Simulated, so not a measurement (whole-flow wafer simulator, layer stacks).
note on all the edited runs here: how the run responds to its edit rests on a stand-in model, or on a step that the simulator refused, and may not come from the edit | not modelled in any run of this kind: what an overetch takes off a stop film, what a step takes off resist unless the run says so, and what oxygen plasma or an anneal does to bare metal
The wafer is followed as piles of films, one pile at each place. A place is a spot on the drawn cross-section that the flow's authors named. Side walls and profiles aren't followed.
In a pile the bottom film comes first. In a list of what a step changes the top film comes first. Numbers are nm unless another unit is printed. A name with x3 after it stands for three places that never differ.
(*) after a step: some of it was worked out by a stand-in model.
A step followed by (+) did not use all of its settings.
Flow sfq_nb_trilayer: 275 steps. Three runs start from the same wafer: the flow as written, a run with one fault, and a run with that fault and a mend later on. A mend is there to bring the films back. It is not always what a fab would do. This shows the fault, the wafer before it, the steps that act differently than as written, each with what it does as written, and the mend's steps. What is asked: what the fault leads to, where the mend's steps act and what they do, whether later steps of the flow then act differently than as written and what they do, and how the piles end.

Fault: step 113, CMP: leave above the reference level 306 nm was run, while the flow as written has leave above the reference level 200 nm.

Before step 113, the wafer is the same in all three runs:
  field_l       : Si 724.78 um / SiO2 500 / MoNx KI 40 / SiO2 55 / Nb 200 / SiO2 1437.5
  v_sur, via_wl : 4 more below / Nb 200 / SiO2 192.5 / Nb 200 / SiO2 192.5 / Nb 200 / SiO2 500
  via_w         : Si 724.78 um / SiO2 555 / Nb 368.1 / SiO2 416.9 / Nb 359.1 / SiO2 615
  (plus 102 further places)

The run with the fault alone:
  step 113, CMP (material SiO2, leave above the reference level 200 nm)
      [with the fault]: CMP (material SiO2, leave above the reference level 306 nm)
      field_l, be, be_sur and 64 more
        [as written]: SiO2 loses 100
        [with the fault]: nothing
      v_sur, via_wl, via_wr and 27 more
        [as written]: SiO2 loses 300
        [with the fault]: SiO2 loses 194
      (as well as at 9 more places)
  Steps further on in the flow that do not act as written (6 more steps, not shown, differ only slightly: by at most 2% or 0.5 nm, whichever is larger):
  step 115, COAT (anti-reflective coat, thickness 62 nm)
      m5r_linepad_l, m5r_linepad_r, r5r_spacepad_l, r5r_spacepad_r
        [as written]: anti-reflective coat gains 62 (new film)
        [with the fault]: anti-reflective coat gains 64.5 (new film)
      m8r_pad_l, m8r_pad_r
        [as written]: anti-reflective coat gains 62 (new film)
        [with the fault]: anti-reflective coat gains 63.7 (new film)
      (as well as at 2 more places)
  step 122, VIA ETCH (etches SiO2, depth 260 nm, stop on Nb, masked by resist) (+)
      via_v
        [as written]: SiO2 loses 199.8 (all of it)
        [with the fault]: SiO2 loses 260
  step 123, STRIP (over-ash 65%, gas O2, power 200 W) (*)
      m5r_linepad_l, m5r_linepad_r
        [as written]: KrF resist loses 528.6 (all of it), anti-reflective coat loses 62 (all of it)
        [with the fault]: KrF resist loses 527.9 (all of it), anti-reflective coat loses 64.5 (all of it)
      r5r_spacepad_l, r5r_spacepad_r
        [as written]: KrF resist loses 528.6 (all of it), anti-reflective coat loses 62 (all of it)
        [with the fault]: KrF resist loses 528.1 (all of it), anti-reflective coat loses 64.5 (all of it)
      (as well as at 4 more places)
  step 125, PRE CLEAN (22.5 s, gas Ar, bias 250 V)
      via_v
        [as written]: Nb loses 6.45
        [with the fault]: SiO2 loses 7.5
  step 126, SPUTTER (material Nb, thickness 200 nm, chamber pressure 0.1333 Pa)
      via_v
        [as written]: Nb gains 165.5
        [with the fault]: Nb gains 152.6 (new film)
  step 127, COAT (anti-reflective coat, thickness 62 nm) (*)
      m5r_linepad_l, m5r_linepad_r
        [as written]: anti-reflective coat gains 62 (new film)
        [with the fault]: anti-reflective coat gains 64.2 (new film)
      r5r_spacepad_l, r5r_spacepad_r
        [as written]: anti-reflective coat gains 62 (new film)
        [with the fault]: anti-reflective coat gains 64.3 (new film)
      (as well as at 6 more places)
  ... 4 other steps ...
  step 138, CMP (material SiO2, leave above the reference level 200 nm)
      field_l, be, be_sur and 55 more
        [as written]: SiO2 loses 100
        [with the fault]: SiO2 loses 94
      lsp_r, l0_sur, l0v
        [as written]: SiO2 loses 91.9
        [with the fault]: SiO2 loses 85.9
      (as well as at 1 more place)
  At field_l, v_sur, via_wl and 103 more, the piles at the end differ from the flow's by more than 2% or 0.5 nm, whichever is larger.
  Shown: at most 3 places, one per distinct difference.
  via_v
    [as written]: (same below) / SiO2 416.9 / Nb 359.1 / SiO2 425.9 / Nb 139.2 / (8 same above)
    [with the fault]: (same below) / SiO2 416.9 / Nb 200 / SiO2 38.3 / Nb 152.6 / SiO2 500.1 / Nb 139.2 / (8 same above)
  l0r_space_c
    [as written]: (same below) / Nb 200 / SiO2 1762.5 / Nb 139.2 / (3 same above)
    [with the fault]: (same below) / Nb 200 / SiO2 1868.5 / Nb 139.2 / (3 same above)
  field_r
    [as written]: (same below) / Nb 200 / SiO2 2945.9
    [with the fault]: (same below) / Nb 200 / SiO2 3051.9

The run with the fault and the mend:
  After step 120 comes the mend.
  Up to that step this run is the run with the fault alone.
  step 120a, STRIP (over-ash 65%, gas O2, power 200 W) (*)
      res, r_end, moat and 6 more
        KrF resist loses 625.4 (all of it), anti-reflective coat loses 62 (all of it)
      m0r_line_l, m0r_line_r, m6r_line_l, m6r_line_r, m7r_line_l, m7r_line_r
        KrF resist loses 626.1 (all of it), anti-reflective coat loses 62.2 (all of it)
      m0r_space_l, m0r_space_r, m6r_space_l, m6r_space_r, m7r_space_l, m7r_space_r
        KrF resist loses 625.7 (all of it), anti-reflective coat loses 62.8 (all of it)
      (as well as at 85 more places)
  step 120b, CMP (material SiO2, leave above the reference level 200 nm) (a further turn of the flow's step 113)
      field_l, be, be_sur and 64 more
        SiO2 loses 100
      v_sur, via_wl, via_w and 36 more
        SiO2 loses 106
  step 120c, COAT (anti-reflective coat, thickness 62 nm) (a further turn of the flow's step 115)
      field_l, v_sur, via_wl and 103 more
        anti-reflective coat gains 62 (new film)
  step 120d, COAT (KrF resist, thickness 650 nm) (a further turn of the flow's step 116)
      field_l, v_sur, via_wl and 103 more
        KrF resist gains 650 (new film)
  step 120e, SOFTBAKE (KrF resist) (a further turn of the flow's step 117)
      leaves every film unchanged at each place that is followed
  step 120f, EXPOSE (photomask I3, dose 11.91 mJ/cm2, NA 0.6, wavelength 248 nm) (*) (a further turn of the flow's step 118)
      leaves every film unchanged at each place that is followed
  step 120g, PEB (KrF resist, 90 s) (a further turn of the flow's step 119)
      field_l, v_sur, via_wl and 103 more
        KrF resist loses 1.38
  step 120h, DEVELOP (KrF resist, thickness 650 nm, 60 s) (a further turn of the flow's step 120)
      field_l, v_sur, via_wl and 102 more
        KrF resist loses 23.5
      via_v
        KrF resist loses 648.6 (all of it)
  None of the later steps of the flow acts differently than as written at any place that is followed.
  The piles end the same as the flow's at every place that both follow.
